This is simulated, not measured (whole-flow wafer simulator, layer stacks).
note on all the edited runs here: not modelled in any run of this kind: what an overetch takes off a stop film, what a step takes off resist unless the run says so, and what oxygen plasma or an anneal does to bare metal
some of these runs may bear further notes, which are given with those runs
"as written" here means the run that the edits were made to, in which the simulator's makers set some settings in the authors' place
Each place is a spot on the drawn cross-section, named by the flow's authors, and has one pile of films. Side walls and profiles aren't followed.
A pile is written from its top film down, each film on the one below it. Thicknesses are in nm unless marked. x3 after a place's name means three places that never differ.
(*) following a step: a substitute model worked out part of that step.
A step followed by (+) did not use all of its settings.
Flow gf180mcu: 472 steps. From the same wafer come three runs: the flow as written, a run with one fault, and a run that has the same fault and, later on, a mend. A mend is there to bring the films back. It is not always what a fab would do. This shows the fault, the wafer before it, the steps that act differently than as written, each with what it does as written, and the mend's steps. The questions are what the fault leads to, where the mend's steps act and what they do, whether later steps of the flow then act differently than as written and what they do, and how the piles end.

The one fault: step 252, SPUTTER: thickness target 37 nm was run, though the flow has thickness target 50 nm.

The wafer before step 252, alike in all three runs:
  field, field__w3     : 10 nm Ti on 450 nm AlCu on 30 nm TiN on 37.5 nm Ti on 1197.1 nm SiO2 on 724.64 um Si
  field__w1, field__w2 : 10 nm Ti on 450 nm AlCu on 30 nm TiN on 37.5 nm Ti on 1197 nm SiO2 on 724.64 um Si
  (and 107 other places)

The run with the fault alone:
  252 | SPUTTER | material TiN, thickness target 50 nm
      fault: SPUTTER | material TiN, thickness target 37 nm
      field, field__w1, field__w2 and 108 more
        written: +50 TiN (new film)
        fault: +37 TiN (new film)
  Later steps of the flow acting differently than as written (4 other steps are not shown; they differ only slightly, by no more than 2% or 0.5 nm, whichever is larger):
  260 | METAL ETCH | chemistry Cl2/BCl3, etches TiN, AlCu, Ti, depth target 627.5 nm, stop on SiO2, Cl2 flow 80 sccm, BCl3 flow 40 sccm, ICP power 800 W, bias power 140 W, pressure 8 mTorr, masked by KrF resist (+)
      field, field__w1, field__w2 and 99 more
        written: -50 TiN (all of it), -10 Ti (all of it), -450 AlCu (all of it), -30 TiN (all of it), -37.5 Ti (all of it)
        fault: -37 TiN (all of it), -10 Ti (all of it), -450 AlCu (all of it), -30 TiN (all of it), -37.5 Ti (all of it)
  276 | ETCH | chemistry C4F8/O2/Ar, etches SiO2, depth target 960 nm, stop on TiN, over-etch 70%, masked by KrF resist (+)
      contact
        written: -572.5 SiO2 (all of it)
        fault: -585.5 SiO2 (all of it)
  At field__w8, contact, m1 and 6 more, the piles at the end differ from the flow's by more than 2% or 0.5 nm, whichever is larger.
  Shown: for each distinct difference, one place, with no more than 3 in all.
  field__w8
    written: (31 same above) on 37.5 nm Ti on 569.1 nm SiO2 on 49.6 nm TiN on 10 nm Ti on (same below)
    fault: (31 same above) on 37.5 nm Ti on 582.1 nm SiO2 on 36.6 nm TiN on 10 nm Ti on (same below)
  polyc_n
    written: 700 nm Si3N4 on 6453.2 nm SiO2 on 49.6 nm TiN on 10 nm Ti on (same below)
    fault: 700 nm Si3N4 on 6466.2 nm SiO2 on 36.6 nm TiN on 10 nm Ti on (same below)
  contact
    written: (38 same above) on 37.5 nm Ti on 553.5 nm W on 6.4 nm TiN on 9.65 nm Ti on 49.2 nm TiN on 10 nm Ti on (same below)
    fault: (38 same above) on 37.5 nm Ti on 566.6 nm W on 6.36 nm TiN on 9.58 nm Ti on 36.2 nm TiN on 10 nm Ti on (same below)

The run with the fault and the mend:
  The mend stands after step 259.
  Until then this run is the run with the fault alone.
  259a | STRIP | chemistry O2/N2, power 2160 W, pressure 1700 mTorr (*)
      field__w8, contact, m1 and 6 more
        -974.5 KrF resist (all of it)
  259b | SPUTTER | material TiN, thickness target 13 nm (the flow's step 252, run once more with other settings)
      field, field__w1, field__w2 and 108 more
        +13 TiN
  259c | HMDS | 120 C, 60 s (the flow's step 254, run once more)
      alters no film at any place that is followed
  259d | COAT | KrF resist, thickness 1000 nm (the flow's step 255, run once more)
      field, field__w1, field__w2 and 108 more
        +1000 KrF resist (new film)
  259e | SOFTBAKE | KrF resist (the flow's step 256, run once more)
      alters no film at any place that is followed
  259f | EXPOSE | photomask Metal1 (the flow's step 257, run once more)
      alters no film at any place that is followed
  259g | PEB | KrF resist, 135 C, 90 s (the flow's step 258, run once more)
      field, field__w1, field__w2 and 108 more
        -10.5 KrF resist
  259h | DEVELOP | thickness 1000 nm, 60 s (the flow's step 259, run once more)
      field, field__w1, field__w2 and 99 more
        -989.5 KrF resist (all of it)
      field__w8, contact, m1 and 6 more
        -14.9 KrF resist
  Later steps of the flow that are run all act as written at every place that is followed.
  At every place that both follow, the piles at the end match the flow's.
